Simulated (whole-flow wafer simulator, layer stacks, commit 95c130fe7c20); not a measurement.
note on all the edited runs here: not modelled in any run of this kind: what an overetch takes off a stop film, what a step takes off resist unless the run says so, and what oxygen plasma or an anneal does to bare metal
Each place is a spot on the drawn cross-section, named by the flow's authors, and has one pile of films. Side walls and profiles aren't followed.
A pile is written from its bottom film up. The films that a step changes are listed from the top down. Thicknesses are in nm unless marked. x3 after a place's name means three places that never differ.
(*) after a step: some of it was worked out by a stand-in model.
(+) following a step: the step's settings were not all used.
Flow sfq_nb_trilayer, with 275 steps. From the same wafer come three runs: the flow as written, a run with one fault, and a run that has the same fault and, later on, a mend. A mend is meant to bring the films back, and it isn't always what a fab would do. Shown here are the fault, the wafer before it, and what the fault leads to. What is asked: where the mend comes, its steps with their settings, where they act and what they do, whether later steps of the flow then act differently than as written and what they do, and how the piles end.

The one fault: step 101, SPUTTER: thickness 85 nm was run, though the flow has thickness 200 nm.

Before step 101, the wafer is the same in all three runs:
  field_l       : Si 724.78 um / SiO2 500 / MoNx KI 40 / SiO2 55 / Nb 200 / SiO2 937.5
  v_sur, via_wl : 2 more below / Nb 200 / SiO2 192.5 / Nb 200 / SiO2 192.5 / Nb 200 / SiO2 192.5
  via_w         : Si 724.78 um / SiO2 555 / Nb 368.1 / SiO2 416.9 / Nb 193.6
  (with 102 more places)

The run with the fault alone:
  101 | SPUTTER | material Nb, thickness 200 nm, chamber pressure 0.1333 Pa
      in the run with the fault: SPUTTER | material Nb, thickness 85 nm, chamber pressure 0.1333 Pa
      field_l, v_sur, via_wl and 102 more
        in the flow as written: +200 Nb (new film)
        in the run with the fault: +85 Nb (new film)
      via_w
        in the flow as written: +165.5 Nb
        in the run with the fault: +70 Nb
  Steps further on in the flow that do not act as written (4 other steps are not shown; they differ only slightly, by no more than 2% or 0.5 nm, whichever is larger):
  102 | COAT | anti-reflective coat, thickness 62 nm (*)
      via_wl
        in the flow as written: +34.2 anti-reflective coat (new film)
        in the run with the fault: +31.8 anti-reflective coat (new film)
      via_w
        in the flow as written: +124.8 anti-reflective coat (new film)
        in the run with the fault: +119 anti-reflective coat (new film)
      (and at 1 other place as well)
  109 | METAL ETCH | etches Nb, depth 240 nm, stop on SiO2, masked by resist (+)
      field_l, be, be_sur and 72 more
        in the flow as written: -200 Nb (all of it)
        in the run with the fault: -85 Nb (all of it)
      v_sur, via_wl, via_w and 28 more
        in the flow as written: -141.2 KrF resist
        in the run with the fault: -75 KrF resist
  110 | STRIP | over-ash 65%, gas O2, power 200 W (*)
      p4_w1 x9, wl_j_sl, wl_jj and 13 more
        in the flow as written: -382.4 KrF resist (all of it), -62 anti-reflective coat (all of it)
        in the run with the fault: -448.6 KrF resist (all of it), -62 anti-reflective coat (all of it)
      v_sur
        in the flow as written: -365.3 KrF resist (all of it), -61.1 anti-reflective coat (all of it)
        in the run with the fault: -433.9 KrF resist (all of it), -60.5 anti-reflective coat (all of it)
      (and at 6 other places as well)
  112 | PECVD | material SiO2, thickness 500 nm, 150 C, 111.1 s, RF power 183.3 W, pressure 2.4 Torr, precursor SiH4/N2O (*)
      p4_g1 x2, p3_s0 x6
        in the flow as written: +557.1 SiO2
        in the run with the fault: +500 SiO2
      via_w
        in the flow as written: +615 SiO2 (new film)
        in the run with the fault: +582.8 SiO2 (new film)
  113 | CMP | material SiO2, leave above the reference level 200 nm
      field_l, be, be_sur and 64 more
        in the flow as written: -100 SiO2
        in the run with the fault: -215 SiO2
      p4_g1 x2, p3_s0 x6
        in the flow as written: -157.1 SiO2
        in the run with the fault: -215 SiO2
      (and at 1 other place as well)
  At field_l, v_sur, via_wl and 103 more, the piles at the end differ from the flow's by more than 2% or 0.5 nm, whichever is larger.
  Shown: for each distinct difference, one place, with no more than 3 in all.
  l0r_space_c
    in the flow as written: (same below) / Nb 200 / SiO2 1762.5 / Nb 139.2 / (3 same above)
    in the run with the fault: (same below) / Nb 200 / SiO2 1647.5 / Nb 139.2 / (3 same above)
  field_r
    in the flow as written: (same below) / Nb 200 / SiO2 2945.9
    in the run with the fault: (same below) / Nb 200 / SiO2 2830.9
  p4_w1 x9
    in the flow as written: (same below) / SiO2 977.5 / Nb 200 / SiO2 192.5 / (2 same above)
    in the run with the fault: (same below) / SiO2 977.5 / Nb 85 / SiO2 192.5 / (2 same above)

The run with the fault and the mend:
  The mend stands after step 107.
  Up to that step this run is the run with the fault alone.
  107a | STRIP | over-ash 65%, gas O2, power 200 W (*)
      p4_fl x3, p4_g1 x2, p3_s0 x6 and 42 more
        -62 anti-reflective coat (all of it)
      p4_w1 x9, wl_j_sl, wl_jj and 13 more
        -575.2 KrF resist (all of it), -62 anti-reflective coat (all of it)
      r_sur, res, r_end and 9 more
        -61.8 anti-reflective coat (all of it)
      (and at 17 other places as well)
  107b | SPUTTER | material Nb, thickness 115 nm, chamber pressure 0.1333 Pa (the flow's step 101 again, with other settings)
      field_l, v_sur, via_wl and 102 more
        +115 Nb
      via_w
        +94.9 Nb
  107c | COAT | anti-reflective coat, thickness 62 nm (*) (the flow's step 102 again)
      p4_fl x3, p4_w1 x9, p4_g1 x2 and 63 more
        +62 anti-reflective coat (new film)
      r_sur, res, r_end and 9 more
        +61.8 anti-reflective coat (new film)
      jj_sur, ce_l, c5j, ce_r, sp_r, be_r
        +61.7 anti-reflective coat (new film)
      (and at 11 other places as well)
  107d | COAT | KrF resist, thickness 600 nm (*) (the flow's step 103 again)
      p4_fl x3, p4_w1 x9, p4_g1 x2 and 63 more
        +600 KrF resist (new film)
      res, r_end, moat, field_r, lsp_l, l0_sur
        +599.4 KrF resist (new film)
      ln_m5, lsp_m, ln_m6, lsp_r
        +599.5 KrF resist (new film)
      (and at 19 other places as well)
  107e | SOFTBAKE | KrF resist (the flow's step 104 again)
      does not change any film at any place that is followed
  107f | EXPOSE | photomask M3, dose 12.11 mJ/cm2, NA 0.6, wavelength 248 nm (*) (the flow's step 105 again)
      does not change any film at any place that is followed
  107g | PEB | KrF resist, 90 s (the flow's step 106 again)
      wire, be, be_sur and 96 more
        -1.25 KrF resist
      field_l, via_v
        -1.24 KrF resist
      via_wl, via_wr
        -1.26 KrF resist
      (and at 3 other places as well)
  107h | DEVELOP | KrF resist, thickness 600 nm, 60 s (the flow's step 107 again)
      p4_fl x3, p4_g1 x2, p3_s0 x6 and 42 more
        -598.7 KrF resist (all of it)
      v_sur, via_wl, via_w and 28 more
        -23.5 KrF resist
      moat, field_r, lsp_l, ln_m5, lsp_m, ln_m6, lsp_r, l0_sur
        -598.2 KrF resist (all of it)
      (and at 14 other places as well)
  None of the later steps of the flow differs from how it acts as written, at any place that is followed, by more than 2% or 0.5 nm, whichever is larger.
  At the end the piles are close to the flow's at the places that both follow, differing by at most 2% or 0.5 nm, whichever is larger.
